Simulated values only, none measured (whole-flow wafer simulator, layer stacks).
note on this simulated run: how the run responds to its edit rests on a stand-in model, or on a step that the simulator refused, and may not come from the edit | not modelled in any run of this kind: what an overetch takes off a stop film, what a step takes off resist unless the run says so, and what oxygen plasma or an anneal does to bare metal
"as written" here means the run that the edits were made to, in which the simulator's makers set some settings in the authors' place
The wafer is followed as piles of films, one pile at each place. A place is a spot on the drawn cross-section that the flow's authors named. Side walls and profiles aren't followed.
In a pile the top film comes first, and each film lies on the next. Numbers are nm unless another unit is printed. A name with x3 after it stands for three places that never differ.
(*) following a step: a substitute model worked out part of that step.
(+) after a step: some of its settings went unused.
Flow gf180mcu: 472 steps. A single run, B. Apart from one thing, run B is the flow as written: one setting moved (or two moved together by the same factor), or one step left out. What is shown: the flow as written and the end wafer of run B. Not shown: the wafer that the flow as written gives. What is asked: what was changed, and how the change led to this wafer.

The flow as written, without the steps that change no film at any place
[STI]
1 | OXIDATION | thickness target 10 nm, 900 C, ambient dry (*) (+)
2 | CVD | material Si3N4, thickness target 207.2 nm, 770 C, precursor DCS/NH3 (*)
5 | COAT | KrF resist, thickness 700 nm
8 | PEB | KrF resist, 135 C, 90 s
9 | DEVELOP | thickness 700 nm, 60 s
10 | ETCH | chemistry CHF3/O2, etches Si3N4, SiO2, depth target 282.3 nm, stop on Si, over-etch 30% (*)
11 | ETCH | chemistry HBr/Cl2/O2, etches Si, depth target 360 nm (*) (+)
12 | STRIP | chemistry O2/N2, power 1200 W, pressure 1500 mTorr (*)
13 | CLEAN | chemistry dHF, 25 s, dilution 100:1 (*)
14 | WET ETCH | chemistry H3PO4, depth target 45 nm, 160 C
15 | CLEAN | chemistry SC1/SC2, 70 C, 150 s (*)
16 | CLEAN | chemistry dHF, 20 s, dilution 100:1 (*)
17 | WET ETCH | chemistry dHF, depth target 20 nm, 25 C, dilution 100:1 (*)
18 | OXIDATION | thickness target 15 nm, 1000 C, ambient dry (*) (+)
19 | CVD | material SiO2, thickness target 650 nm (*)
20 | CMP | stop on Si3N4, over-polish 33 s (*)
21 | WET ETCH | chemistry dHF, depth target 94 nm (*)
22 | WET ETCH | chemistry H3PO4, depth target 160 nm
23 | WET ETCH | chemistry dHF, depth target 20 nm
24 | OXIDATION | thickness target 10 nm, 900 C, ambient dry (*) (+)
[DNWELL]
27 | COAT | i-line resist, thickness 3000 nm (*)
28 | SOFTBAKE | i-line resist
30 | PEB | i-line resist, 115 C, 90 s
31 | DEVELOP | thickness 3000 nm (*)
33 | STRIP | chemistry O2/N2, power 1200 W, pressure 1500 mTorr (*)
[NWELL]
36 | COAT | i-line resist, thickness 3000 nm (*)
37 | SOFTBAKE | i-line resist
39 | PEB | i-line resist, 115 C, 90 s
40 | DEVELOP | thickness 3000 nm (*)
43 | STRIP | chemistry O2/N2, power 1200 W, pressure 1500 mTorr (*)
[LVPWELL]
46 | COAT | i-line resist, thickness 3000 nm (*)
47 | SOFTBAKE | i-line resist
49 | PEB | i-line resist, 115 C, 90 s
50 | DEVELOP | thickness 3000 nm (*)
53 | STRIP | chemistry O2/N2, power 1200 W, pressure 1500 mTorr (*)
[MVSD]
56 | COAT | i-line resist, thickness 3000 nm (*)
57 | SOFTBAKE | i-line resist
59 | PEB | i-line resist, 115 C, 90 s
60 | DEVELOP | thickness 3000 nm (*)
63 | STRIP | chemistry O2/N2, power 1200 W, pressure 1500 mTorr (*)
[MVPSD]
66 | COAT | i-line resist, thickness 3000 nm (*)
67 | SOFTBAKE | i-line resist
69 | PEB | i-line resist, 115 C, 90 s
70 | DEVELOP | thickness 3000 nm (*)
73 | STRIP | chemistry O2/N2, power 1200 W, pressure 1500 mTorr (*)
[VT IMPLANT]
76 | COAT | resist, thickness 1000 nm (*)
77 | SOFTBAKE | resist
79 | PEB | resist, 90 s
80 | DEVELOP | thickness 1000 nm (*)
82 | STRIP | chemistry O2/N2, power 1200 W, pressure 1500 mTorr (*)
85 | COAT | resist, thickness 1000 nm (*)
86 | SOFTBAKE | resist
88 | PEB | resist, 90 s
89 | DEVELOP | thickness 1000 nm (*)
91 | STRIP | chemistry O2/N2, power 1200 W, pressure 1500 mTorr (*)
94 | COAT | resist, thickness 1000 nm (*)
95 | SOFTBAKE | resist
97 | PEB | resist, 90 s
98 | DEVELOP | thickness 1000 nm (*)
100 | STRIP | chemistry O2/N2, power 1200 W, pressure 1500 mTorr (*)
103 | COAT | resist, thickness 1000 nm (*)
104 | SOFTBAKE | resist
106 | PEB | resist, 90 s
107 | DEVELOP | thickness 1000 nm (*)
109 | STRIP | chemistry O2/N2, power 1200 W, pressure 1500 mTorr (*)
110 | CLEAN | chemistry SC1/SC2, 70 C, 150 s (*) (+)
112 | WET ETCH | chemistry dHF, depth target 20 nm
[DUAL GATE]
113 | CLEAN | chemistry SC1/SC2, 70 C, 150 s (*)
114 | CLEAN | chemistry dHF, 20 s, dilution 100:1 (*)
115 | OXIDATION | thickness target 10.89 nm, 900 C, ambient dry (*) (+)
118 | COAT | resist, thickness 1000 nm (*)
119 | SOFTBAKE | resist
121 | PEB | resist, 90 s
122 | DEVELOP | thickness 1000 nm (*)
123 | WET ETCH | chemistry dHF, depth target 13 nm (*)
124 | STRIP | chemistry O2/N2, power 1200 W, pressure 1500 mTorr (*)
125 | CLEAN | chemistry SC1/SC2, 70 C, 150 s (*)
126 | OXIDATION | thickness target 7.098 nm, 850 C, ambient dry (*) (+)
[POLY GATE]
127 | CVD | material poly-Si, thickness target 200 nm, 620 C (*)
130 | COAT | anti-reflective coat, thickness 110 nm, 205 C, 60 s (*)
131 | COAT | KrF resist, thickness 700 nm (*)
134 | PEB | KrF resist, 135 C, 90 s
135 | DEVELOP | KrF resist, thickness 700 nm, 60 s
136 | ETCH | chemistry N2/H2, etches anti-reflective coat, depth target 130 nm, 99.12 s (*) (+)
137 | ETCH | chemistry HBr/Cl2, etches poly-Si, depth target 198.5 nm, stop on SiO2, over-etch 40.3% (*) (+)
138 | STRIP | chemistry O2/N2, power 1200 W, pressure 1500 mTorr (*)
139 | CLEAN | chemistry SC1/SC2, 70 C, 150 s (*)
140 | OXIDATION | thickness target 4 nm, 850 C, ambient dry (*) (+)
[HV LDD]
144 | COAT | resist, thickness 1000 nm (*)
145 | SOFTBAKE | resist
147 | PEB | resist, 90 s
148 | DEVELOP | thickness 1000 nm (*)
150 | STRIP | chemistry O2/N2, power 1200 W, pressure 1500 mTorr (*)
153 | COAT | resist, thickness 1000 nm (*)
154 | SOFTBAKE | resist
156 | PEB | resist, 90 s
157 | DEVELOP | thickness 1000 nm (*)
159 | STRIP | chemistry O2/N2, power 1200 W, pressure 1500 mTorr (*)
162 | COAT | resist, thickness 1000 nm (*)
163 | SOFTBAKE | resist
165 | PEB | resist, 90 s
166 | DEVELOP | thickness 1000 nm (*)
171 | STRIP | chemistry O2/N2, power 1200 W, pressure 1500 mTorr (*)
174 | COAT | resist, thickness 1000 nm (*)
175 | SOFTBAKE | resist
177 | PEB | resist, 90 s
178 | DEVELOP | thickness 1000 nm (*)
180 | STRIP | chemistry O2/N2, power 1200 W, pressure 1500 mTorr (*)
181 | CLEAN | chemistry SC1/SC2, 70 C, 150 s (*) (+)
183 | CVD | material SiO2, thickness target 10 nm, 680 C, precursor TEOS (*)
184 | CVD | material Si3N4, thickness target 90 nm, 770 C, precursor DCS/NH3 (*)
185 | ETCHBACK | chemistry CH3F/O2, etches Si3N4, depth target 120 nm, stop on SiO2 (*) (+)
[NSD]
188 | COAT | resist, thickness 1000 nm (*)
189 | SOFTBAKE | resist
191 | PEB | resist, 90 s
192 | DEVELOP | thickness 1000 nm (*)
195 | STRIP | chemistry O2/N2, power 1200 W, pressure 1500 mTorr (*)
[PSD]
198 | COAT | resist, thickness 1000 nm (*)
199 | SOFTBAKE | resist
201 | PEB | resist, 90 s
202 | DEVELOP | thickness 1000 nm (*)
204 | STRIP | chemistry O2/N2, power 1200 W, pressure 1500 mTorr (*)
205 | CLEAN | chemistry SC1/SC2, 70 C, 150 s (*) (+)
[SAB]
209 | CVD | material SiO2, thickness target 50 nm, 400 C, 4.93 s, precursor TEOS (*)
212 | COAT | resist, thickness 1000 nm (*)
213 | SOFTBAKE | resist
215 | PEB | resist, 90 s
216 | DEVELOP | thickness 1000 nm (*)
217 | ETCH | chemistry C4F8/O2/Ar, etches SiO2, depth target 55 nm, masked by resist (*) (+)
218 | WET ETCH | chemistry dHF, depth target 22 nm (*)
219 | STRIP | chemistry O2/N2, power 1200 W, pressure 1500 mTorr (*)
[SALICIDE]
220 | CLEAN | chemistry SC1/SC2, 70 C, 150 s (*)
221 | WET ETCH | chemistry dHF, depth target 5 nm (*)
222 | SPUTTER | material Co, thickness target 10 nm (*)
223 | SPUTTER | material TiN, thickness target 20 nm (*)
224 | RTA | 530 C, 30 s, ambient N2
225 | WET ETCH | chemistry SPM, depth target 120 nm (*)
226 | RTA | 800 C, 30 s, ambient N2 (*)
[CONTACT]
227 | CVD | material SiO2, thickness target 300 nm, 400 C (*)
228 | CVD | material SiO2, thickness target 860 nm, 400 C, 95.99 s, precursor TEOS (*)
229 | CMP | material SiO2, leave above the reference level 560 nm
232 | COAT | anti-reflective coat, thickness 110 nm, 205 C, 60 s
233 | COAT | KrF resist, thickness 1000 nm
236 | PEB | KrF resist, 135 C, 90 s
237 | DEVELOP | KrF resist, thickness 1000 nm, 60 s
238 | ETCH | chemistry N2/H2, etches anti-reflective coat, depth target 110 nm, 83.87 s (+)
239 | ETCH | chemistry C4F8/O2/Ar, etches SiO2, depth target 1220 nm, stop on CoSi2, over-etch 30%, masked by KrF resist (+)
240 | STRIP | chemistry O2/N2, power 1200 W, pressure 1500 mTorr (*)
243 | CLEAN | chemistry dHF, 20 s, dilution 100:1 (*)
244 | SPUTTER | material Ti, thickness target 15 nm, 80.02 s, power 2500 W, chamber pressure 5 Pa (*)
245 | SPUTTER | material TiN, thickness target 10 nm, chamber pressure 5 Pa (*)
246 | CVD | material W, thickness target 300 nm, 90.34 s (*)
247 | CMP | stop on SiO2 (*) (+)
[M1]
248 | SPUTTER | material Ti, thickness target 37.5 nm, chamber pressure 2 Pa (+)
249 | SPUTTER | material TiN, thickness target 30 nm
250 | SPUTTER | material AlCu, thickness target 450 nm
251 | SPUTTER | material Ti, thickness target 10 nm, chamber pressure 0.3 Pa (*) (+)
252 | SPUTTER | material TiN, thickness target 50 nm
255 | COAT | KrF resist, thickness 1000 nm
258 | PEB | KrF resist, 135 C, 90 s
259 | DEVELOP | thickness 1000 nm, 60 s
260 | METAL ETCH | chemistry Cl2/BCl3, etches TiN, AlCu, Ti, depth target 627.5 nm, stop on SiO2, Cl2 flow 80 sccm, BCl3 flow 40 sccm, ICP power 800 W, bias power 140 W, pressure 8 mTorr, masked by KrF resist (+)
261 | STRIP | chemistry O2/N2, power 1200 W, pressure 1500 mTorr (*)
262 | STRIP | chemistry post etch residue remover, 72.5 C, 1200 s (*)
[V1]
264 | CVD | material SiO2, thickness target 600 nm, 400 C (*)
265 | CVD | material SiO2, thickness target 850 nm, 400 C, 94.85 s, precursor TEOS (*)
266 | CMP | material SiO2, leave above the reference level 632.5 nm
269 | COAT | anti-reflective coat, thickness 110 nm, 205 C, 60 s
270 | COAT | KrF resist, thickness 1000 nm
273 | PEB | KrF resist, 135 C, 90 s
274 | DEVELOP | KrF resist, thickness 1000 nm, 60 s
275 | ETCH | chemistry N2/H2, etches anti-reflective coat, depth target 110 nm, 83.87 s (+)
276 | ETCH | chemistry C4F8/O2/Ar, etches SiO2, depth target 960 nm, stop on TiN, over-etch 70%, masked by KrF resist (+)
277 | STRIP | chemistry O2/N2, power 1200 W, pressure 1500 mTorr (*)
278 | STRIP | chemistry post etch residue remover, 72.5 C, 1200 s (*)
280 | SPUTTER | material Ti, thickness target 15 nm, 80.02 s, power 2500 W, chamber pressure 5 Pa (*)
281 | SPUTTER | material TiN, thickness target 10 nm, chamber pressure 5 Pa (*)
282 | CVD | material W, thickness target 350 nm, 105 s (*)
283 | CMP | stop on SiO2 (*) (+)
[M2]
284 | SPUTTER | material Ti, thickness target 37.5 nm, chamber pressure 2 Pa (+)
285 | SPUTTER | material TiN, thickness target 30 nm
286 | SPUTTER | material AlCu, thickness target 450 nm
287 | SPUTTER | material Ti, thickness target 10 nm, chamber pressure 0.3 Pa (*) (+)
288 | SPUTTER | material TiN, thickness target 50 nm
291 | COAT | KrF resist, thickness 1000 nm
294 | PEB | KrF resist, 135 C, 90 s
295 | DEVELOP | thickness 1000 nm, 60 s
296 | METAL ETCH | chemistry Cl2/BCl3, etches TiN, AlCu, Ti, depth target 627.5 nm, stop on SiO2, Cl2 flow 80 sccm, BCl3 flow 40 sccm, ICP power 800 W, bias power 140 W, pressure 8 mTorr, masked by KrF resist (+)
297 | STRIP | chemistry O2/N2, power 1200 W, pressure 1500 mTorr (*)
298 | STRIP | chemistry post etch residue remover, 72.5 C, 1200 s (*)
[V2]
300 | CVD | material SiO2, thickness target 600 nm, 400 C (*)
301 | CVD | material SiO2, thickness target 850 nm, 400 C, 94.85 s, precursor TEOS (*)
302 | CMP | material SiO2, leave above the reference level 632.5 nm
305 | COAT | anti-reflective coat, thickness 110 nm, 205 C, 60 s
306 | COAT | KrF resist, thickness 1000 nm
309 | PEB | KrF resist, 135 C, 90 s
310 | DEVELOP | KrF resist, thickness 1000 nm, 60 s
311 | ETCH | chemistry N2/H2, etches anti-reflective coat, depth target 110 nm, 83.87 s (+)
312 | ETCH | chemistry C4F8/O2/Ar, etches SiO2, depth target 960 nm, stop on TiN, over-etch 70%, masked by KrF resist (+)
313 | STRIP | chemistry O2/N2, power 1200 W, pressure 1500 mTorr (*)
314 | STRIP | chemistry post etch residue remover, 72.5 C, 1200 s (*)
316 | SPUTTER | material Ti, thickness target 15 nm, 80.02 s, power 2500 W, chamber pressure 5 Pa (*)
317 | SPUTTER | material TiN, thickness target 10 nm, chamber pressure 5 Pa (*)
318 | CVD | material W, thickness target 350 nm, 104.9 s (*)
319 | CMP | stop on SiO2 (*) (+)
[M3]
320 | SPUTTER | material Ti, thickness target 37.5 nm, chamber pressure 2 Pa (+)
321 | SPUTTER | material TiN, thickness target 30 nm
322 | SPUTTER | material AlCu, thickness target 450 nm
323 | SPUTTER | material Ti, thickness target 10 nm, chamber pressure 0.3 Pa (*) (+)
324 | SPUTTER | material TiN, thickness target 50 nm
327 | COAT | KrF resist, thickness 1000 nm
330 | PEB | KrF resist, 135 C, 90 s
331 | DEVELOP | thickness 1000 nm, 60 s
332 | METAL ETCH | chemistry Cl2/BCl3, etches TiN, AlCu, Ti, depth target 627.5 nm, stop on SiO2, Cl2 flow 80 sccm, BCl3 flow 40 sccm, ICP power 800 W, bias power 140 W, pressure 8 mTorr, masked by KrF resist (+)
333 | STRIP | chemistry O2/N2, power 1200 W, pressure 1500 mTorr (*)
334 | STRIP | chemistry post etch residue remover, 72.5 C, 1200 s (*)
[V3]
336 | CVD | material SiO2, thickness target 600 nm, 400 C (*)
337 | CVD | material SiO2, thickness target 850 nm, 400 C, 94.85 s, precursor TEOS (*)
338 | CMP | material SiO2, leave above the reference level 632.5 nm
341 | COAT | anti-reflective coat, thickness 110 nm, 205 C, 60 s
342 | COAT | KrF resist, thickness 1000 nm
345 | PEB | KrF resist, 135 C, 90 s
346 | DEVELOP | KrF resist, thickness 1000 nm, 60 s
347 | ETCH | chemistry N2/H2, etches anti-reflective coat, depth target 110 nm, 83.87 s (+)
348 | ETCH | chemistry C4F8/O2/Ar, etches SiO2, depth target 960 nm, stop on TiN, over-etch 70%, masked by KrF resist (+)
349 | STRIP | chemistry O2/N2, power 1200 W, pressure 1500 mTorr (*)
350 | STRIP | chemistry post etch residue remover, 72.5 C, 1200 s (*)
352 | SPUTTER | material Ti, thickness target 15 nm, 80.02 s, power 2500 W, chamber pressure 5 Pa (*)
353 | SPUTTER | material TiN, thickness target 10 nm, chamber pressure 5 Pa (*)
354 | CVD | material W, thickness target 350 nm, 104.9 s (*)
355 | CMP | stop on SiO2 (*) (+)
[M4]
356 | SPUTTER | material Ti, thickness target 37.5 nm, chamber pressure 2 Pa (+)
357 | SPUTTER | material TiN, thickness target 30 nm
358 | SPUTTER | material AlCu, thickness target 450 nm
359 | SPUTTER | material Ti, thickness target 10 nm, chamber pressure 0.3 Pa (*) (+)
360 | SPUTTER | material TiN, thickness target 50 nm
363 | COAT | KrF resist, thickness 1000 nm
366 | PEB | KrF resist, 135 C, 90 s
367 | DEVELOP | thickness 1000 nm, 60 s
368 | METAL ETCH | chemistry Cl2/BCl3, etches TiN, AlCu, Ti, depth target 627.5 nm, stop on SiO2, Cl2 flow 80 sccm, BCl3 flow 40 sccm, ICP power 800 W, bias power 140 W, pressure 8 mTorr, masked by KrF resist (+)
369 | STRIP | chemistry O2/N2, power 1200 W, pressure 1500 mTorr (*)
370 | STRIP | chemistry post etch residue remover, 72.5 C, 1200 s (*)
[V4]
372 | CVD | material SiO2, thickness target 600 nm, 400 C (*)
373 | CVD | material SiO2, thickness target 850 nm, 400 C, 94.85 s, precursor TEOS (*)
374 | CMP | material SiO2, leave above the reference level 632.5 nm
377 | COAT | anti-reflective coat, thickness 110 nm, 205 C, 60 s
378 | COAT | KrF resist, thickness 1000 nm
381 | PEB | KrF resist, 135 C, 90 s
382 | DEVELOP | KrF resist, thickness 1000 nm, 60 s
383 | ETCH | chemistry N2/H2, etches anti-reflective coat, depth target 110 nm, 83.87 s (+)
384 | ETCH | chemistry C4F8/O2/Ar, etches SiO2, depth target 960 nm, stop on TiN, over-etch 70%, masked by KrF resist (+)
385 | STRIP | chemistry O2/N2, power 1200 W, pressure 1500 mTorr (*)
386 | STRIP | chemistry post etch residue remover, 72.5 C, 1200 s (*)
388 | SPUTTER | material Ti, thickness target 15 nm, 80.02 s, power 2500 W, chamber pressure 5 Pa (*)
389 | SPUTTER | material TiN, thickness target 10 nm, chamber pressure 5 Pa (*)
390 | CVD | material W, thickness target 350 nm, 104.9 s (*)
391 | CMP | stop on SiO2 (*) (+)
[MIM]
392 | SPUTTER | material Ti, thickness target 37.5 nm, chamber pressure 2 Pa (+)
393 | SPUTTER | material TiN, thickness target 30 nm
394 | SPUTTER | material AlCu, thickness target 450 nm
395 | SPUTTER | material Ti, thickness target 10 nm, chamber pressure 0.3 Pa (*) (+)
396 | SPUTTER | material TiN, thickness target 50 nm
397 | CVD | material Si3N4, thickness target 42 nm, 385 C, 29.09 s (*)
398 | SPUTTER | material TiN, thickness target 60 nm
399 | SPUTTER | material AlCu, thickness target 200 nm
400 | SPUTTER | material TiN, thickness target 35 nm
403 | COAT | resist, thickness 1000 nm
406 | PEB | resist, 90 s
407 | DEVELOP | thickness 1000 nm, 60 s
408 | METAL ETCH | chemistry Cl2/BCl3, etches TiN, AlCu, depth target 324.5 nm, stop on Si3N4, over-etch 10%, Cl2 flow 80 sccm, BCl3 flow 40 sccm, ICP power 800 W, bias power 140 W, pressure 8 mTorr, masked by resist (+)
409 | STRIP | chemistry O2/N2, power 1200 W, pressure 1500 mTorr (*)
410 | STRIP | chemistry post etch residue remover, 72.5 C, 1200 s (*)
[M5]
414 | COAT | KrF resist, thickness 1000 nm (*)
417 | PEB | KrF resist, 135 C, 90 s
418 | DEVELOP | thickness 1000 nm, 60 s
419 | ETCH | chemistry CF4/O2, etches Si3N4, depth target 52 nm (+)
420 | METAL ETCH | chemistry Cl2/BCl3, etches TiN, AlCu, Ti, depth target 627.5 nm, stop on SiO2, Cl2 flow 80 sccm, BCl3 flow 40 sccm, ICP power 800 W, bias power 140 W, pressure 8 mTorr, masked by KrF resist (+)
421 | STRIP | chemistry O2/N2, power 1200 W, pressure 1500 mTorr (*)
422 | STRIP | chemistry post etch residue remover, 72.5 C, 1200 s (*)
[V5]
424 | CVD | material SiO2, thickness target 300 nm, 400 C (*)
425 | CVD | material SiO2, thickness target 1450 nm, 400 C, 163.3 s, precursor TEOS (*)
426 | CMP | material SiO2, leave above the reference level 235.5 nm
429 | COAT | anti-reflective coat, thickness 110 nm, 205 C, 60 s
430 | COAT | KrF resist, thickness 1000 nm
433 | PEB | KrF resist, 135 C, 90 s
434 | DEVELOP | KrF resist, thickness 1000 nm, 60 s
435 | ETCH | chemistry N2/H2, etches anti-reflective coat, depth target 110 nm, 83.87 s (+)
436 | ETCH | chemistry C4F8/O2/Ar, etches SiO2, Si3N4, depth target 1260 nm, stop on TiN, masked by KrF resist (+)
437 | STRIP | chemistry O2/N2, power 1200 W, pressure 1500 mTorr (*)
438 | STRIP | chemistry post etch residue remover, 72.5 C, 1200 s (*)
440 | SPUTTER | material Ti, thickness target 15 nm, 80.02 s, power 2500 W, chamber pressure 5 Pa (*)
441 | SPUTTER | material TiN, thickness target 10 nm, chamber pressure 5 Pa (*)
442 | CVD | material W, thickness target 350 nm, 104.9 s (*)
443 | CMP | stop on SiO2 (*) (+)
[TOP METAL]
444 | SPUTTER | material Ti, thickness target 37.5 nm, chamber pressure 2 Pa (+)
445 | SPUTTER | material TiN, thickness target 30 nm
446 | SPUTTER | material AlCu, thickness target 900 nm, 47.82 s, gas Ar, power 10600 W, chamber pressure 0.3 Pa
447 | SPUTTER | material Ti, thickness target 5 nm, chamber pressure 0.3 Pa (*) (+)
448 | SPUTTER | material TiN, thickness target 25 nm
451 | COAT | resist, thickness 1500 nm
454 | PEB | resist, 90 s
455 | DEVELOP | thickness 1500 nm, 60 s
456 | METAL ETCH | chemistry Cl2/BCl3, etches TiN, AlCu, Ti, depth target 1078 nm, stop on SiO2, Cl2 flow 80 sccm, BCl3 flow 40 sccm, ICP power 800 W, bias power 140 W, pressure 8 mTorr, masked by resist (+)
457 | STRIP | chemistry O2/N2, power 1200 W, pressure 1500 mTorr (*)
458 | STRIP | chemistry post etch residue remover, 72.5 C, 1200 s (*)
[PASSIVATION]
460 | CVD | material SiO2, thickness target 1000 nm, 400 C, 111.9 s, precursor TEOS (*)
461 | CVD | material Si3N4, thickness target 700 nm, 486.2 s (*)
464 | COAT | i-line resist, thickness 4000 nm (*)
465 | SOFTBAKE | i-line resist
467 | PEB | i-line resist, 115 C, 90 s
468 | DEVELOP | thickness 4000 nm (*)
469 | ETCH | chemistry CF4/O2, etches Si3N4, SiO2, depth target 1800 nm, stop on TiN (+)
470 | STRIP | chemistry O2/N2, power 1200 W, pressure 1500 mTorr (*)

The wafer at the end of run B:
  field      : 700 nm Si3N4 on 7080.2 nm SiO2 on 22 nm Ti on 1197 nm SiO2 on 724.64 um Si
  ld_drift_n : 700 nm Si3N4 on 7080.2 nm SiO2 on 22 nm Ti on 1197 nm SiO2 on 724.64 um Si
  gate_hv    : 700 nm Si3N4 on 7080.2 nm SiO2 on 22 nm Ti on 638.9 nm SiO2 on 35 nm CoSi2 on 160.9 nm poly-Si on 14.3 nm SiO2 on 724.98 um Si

What caused this: step 250, SPUTTER: thickness target 522 nm was run, though the flow has thickness target 450 nm.

How this came from the change, step by step:
  250 | SPUTTER | material AlCu, thickness target 450 nm
      field, field__w1, field__w2 and 108 more: AlCu gains 522 (new film) (as written it would have been: AlCu gains 450 (new film))
  260 | METAL ETCH | chemistry Cl2/BCl3, etches TiN, AlCu, Ti, depth target 627.5 nm, stop on SiO2, Cl2 flow 80 sccm, BCl3 flow 40 sccm, ICP power 800 W, bias power 140 W, pressure 8 mTorr, masked by KrF resist (+)
      field, field__w1, field__w2 and 99 more: TiN loses 50 (all of it), Ti loses 10 (all of it), AlCu loses 522 (all of it), TiN loses 30 (all of it), Ti loses 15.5 (as written it would have been: TiN loses 50 (all of it), Ti loses 10 (all of it), AlCu loses 450 (all of it), TiN loses 30 (all of it), Ti loses 37.5 (all of it))
  264 | CVD | material SiO2, thickness target 600 nm, 400 C (*)
      field, field__w1, field__w2 and 99 more: SiO2 gains 600 (new film) (as written it would have been: SiO2 gains 600)
  266 | CMP | material SiO2, leave above the reference level 632.5 nm
      field, field__w1, field__w2 and 99 more: SiO2 loses 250 (as written it would have been: SiO2 loses 300)
If metal films that touch count as one body, field has 1 body; the flow as written gives 0 bodies.
If metal films that touch count as one body, ld_drift_n has 1 body; the flow as written gives 0 bodies.
If metal films that touch count as one body, gate_hv has 2 bodies (between them, from the top down: SiO2 638.9); the flow as written gives 1 body.
